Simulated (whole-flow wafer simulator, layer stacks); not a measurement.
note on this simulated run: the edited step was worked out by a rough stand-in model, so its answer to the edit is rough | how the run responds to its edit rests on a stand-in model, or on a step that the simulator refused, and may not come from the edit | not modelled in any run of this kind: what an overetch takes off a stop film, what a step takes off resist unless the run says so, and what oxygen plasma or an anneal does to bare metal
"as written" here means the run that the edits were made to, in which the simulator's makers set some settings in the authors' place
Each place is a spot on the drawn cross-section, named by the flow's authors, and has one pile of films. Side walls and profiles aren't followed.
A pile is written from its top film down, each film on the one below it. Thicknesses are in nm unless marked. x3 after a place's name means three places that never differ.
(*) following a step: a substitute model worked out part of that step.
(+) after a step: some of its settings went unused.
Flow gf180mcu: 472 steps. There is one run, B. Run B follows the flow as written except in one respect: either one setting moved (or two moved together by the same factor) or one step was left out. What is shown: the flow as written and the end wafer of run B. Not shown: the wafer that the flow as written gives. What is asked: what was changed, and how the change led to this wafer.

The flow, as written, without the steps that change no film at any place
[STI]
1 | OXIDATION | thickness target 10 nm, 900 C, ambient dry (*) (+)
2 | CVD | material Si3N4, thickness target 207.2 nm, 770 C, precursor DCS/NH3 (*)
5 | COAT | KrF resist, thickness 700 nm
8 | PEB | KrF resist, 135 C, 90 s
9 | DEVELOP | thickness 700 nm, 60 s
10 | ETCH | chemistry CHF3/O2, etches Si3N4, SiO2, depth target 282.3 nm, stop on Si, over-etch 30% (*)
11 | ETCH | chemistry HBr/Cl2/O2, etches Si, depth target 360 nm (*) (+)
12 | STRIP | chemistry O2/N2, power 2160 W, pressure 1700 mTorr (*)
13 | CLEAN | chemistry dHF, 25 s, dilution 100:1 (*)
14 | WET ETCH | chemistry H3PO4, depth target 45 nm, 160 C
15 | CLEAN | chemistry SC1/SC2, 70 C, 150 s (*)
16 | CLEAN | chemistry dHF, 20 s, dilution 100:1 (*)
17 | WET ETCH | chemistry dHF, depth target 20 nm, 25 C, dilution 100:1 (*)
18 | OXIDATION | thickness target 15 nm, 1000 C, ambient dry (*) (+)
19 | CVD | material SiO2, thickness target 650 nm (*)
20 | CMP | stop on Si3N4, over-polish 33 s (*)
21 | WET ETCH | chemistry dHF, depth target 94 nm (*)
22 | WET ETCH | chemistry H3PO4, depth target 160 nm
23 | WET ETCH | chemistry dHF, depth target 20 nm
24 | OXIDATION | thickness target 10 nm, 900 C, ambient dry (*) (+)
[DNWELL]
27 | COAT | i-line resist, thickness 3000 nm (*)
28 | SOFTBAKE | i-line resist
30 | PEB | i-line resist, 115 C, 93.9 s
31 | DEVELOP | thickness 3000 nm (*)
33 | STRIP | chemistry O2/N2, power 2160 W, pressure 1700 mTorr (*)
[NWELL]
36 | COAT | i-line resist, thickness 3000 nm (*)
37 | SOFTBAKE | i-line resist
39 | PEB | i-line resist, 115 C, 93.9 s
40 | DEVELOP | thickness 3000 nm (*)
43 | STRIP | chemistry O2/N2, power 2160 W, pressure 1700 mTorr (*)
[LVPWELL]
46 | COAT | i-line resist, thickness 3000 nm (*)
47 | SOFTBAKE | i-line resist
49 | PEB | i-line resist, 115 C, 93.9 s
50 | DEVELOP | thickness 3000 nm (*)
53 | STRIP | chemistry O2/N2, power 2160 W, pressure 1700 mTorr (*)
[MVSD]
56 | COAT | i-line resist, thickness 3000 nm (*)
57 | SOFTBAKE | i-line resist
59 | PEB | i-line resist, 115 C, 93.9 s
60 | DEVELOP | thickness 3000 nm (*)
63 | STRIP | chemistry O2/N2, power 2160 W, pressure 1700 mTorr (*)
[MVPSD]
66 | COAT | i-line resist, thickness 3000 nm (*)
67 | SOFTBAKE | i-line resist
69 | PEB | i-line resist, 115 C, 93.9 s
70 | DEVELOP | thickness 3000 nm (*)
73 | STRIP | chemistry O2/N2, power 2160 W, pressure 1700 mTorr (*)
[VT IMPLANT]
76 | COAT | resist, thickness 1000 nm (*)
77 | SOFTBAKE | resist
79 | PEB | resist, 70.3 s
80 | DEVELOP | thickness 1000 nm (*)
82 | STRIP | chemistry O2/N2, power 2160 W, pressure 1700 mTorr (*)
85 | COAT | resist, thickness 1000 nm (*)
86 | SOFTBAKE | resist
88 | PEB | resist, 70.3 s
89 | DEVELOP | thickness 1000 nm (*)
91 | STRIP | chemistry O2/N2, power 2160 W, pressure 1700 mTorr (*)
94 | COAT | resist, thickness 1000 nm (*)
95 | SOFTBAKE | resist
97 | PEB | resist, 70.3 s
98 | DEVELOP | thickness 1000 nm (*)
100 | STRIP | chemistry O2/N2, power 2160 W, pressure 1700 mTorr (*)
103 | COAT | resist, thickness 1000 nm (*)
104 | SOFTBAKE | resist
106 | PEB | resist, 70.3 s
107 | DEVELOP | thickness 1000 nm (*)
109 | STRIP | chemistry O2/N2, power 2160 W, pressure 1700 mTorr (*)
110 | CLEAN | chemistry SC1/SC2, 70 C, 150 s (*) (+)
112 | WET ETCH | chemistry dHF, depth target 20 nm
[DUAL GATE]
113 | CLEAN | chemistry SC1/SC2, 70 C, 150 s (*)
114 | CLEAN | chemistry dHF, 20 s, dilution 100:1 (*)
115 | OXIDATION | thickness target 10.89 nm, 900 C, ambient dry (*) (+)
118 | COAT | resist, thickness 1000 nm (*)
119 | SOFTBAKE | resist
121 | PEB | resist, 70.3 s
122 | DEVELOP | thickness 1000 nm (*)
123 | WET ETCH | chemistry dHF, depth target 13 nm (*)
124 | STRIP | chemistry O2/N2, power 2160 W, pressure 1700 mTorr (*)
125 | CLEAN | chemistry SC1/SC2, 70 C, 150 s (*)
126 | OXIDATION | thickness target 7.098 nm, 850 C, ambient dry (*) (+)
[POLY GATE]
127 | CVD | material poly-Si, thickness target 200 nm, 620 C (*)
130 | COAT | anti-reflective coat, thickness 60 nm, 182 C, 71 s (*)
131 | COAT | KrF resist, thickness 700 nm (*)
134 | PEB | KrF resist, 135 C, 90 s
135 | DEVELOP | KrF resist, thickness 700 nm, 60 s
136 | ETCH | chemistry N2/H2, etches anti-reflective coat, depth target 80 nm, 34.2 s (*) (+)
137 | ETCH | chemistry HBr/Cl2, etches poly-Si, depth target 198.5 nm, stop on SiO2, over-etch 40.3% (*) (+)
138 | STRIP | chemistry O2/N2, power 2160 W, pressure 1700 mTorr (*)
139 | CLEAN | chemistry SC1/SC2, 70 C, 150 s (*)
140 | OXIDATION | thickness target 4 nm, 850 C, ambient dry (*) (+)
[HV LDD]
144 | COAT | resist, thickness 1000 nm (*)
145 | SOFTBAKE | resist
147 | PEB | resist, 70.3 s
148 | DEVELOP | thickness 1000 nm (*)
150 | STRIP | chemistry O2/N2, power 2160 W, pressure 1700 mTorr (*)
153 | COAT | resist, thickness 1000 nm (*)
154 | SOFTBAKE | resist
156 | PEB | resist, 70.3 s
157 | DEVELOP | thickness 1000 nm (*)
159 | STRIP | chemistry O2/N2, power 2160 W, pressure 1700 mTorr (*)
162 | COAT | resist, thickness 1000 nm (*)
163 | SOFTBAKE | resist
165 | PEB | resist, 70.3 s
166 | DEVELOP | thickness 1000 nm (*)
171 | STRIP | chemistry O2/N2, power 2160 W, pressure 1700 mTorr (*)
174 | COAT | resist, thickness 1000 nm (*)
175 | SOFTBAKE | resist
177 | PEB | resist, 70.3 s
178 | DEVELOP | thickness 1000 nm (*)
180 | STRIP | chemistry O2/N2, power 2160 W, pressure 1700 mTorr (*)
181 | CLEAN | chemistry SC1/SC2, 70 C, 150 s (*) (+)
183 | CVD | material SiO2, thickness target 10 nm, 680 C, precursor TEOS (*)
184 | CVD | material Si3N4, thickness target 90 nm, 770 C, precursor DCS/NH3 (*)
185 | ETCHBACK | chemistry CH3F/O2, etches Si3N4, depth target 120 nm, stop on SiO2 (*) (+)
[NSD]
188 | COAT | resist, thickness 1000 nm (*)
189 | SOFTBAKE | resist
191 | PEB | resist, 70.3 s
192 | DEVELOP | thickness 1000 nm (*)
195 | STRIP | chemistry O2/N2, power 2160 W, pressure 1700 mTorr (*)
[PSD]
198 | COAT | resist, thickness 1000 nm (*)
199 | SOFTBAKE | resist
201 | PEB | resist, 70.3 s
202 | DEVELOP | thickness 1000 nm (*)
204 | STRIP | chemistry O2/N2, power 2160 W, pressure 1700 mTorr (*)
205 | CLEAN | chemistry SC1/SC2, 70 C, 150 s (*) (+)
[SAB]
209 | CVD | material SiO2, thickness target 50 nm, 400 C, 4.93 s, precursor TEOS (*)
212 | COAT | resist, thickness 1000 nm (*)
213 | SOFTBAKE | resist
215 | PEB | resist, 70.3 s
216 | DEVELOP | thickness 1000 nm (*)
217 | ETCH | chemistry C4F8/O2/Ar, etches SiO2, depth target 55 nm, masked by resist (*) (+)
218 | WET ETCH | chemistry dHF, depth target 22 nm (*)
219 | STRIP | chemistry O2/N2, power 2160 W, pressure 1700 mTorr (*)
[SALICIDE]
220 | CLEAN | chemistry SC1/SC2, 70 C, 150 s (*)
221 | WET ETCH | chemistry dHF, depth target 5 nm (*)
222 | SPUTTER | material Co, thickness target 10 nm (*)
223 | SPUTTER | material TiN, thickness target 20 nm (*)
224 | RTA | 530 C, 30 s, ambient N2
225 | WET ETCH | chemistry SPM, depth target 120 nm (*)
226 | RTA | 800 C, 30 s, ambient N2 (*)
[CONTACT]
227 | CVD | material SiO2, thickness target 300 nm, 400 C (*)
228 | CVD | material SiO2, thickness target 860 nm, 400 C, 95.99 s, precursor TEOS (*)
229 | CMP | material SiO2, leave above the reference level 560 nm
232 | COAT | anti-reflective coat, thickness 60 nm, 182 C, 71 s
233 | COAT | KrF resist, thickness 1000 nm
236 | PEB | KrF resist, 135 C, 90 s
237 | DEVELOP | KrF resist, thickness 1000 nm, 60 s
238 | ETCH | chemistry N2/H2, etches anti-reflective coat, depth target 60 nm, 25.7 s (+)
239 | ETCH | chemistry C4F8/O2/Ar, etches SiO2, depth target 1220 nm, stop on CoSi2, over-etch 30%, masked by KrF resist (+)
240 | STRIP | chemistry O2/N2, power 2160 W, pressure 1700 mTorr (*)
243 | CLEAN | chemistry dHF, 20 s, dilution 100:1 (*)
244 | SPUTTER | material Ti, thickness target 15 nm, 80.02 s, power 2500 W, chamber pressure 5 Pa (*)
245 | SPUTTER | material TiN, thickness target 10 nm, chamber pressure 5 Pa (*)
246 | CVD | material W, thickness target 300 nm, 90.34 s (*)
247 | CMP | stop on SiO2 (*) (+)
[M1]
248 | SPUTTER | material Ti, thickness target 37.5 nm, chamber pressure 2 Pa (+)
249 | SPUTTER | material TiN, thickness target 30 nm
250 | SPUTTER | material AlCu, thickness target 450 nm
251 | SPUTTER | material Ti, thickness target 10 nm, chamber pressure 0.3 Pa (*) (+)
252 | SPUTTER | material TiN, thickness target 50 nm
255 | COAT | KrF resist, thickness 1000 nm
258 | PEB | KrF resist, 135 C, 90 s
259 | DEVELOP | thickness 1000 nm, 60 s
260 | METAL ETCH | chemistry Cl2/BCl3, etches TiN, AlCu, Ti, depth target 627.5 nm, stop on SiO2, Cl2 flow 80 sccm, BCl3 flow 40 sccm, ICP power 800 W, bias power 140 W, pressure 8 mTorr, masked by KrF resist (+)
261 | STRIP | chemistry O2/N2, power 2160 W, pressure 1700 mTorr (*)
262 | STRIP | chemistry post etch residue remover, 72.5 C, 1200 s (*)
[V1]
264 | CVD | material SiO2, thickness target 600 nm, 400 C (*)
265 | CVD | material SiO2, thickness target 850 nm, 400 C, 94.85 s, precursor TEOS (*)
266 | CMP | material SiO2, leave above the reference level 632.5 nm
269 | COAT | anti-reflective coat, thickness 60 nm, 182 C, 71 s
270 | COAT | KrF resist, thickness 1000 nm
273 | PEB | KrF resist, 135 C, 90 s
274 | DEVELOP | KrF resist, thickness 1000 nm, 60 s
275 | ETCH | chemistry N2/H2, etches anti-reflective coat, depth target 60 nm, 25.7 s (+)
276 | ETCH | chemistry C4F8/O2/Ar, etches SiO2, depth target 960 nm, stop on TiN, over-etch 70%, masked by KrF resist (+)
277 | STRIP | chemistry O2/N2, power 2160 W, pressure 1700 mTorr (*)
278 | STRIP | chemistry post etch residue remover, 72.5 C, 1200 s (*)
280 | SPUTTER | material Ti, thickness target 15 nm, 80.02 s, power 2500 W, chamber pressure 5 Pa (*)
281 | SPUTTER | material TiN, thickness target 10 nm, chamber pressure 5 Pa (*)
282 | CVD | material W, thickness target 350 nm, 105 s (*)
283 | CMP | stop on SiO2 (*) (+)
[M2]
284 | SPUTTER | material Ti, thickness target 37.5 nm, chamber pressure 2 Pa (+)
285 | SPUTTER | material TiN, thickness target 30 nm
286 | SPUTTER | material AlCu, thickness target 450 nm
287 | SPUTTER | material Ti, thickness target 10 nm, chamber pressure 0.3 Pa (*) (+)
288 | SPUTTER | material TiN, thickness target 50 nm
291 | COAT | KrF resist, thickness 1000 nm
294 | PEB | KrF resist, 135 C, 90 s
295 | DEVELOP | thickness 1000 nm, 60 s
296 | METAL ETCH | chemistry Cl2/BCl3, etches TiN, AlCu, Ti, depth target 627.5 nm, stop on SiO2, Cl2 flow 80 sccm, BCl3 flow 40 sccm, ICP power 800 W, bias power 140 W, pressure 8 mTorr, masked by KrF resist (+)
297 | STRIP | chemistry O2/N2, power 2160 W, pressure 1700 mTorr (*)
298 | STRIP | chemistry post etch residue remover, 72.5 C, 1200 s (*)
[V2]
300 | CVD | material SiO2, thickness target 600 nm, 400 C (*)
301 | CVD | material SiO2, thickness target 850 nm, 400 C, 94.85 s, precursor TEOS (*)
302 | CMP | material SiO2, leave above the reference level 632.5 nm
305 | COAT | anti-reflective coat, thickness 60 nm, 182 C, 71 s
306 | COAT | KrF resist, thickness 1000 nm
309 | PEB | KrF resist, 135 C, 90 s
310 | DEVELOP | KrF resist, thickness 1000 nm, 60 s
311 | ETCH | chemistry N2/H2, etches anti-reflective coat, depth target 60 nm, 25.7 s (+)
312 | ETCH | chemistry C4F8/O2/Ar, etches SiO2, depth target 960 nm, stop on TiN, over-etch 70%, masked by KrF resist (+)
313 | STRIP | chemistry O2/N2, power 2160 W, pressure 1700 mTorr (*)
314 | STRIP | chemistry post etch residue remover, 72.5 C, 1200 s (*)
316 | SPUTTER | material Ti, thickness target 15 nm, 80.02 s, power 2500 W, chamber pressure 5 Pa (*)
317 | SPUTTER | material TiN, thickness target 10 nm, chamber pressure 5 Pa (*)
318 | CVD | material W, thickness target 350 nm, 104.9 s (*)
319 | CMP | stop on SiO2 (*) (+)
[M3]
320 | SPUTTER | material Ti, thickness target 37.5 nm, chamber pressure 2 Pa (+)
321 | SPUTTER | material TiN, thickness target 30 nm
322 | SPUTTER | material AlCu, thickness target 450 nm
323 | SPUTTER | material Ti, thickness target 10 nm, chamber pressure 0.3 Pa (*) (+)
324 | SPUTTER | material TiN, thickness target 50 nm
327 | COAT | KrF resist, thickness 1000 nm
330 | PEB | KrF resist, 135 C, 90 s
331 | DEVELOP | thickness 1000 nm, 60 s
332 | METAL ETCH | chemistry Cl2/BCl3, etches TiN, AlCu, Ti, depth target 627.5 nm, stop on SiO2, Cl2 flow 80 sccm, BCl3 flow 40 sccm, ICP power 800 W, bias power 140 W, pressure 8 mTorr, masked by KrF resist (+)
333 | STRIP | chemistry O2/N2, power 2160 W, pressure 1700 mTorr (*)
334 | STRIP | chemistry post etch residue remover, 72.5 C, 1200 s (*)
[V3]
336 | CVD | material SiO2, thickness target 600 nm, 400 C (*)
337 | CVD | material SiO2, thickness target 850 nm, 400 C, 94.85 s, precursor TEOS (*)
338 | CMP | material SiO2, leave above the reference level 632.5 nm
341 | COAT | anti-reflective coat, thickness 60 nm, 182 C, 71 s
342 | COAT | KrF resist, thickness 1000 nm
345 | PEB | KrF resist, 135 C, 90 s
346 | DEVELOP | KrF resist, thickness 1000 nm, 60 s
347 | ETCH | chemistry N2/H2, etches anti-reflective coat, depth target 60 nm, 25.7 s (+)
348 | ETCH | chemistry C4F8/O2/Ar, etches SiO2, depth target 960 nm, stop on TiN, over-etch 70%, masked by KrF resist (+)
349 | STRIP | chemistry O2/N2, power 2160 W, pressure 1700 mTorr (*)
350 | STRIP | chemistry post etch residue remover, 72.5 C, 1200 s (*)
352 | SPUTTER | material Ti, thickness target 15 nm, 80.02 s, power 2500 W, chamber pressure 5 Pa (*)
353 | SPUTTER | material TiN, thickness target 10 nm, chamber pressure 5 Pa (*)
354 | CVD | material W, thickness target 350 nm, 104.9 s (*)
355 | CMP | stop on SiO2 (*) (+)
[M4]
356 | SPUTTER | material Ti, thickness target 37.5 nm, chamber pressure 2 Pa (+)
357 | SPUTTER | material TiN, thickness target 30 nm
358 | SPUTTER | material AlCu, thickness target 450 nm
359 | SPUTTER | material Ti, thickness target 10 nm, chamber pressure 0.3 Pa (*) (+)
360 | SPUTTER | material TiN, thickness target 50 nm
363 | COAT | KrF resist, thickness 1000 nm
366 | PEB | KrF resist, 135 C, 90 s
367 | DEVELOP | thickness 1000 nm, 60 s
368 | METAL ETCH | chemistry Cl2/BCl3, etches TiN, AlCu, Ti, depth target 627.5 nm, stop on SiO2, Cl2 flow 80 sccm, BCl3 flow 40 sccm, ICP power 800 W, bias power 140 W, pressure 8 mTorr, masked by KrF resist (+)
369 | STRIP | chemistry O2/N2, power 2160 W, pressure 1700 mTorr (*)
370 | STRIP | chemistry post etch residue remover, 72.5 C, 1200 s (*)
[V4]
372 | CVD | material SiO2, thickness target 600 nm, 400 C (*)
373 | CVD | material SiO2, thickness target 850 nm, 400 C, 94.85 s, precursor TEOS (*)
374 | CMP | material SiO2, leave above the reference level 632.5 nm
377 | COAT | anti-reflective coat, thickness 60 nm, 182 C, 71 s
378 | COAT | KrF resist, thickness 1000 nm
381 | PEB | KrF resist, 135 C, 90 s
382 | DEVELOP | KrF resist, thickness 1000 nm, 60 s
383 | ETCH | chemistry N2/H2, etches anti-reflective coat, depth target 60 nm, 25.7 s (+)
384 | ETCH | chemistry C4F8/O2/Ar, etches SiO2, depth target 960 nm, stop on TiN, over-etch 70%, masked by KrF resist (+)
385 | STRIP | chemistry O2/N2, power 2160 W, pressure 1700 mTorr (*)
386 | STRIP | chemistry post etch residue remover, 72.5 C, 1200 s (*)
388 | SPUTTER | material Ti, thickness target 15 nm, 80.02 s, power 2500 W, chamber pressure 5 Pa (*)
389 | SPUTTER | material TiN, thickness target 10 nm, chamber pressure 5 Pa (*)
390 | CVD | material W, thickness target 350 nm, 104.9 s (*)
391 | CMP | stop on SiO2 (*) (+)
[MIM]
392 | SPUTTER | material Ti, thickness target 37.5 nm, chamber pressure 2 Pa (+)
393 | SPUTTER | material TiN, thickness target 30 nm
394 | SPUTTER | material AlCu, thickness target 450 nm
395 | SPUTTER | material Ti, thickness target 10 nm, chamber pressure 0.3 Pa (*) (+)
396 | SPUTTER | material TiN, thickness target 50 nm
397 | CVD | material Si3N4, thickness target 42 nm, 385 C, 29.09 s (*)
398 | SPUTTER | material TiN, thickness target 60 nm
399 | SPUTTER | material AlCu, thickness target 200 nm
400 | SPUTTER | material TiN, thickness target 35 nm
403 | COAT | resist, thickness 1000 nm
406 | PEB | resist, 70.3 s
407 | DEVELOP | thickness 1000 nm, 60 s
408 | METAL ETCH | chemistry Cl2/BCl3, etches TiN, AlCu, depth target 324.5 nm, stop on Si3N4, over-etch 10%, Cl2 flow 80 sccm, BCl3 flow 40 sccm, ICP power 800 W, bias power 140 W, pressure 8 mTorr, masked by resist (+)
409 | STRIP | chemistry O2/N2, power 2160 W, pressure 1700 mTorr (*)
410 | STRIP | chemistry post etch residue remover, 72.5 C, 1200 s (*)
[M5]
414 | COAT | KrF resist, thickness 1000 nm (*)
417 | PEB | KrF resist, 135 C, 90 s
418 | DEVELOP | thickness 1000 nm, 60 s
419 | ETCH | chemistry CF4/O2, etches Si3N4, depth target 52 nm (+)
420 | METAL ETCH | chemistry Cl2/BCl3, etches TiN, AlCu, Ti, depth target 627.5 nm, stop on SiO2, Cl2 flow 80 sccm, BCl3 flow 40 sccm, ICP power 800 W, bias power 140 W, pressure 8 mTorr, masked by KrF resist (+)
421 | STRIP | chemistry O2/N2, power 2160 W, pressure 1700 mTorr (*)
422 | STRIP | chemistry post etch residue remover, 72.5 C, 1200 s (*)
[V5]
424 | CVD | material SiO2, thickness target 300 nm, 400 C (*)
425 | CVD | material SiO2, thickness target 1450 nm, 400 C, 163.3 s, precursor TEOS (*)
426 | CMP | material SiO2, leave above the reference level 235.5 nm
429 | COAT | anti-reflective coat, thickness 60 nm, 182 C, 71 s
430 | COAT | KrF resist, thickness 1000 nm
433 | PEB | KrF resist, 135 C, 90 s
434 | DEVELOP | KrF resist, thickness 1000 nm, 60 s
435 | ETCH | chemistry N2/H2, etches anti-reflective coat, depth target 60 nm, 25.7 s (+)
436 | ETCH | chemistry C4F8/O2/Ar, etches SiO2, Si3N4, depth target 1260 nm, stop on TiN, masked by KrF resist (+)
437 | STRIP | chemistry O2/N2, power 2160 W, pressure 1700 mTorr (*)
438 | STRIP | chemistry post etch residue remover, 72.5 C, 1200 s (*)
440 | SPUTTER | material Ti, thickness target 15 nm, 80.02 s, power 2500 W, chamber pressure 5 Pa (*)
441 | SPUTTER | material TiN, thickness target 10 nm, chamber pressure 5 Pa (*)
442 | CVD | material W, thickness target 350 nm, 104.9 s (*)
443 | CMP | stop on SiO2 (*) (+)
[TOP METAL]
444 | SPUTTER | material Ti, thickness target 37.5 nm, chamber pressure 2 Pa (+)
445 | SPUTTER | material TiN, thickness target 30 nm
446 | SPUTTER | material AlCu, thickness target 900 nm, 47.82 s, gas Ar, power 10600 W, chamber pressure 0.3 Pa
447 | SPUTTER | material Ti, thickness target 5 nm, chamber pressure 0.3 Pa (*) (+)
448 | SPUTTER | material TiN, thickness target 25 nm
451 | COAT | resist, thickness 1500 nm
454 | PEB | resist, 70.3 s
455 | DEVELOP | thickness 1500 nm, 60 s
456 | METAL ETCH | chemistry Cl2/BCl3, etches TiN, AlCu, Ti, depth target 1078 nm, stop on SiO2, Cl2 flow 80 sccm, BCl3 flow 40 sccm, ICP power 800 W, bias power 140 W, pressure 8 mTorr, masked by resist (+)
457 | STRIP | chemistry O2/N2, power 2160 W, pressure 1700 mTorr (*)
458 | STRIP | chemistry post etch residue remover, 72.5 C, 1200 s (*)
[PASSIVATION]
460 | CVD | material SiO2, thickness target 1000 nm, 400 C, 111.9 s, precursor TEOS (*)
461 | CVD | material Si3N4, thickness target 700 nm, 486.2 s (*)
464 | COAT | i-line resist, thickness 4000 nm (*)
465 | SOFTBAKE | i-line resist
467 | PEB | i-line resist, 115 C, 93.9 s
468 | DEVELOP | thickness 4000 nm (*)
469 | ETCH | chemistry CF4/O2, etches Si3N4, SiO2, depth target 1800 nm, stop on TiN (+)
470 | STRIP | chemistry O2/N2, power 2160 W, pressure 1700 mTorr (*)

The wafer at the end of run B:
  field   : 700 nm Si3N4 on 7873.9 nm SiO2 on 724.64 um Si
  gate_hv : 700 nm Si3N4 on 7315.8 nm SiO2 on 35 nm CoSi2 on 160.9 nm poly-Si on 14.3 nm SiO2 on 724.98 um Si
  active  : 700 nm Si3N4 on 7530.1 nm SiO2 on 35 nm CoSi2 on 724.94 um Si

Cause: step 460, CVD: thickness target 640 nm was run, whereas the flow has thickness target 1000 nm; step 460, CVD: 71.65 s was run, where the flow has 111.9 s.

How this came from the change, step by step:
  460 | CVD | material SiO2, thickness target 1000 nm, 400 C, 111.9 s, precursor TEOS (*)
      field, field__w1, field__w2 and 103 more: +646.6 SiO2 (it would be, as written: +1000 SiO2)
      field__w8, contact, m1, m1__w1, pad, m1_nw: +646.6 SiO2 (new film) (it would be, as written: +1000 SiO2 (new film))
  465 | SOFTBAKE | i-line resist
      gate: -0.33 i-line resist (it would be, as written: +1.79 i-line resist)
      ld_acc_p, ld_fp_p, ld_drift_p: +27 i-line resist (it would be, as written: +33.8 i-line resist)
      (as well as at 57 more places)
  469 | ETCH | chemistry CF4/O2, etches Si3N4, SiO2, depth target 1800 nm, stop on TiN (+)
      pad: -700 Si3N4 (all of it), -646.6 SiO2 (all of it) (it would be, as written: -700 Si3N4 (all of it), -1000 SiO2 (all of it))
